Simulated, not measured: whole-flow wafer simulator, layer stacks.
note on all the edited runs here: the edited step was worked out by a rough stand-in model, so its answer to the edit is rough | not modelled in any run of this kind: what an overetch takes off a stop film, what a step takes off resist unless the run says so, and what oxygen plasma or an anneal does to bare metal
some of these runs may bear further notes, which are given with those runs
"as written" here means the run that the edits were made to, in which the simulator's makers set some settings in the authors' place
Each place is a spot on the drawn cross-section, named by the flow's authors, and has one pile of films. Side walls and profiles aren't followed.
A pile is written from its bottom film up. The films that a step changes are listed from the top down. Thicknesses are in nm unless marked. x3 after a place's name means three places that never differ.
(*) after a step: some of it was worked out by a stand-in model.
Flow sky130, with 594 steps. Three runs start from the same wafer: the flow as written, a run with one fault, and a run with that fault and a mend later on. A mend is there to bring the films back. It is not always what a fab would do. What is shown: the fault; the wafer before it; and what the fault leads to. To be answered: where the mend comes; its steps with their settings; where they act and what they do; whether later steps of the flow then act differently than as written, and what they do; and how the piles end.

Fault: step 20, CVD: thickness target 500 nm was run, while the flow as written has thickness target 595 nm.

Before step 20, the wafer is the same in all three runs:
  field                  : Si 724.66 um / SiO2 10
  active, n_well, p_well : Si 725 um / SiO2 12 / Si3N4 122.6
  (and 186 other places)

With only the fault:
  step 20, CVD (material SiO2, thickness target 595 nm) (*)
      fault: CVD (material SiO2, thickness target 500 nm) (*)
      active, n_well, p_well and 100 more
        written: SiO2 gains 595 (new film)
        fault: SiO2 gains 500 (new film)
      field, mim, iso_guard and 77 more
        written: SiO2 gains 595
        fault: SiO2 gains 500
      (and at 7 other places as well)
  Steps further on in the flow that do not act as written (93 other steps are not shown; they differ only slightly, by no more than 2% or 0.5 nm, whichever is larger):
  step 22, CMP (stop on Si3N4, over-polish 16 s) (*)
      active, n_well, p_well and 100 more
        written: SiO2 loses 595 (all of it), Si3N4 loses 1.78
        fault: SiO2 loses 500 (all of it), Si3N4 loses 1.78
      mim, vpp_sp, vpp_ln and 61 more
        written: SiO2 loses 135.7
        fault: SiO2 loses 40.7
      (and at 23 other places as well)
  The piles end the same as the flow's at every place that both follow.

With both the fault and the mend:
  After step 20 comes the mend.
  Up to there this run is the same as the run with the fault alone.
  step 20a, CVD (material SiO2, thickness target 95 nm) (*) (a further turn of the flow's step 20, with different settings)
      field, active, n_well and 187 more
        SiO2 gains 95
  Every later step of the flow that is run acts as written at every place that is followed.
  The piles end the same as the flow's at every place that both follow.
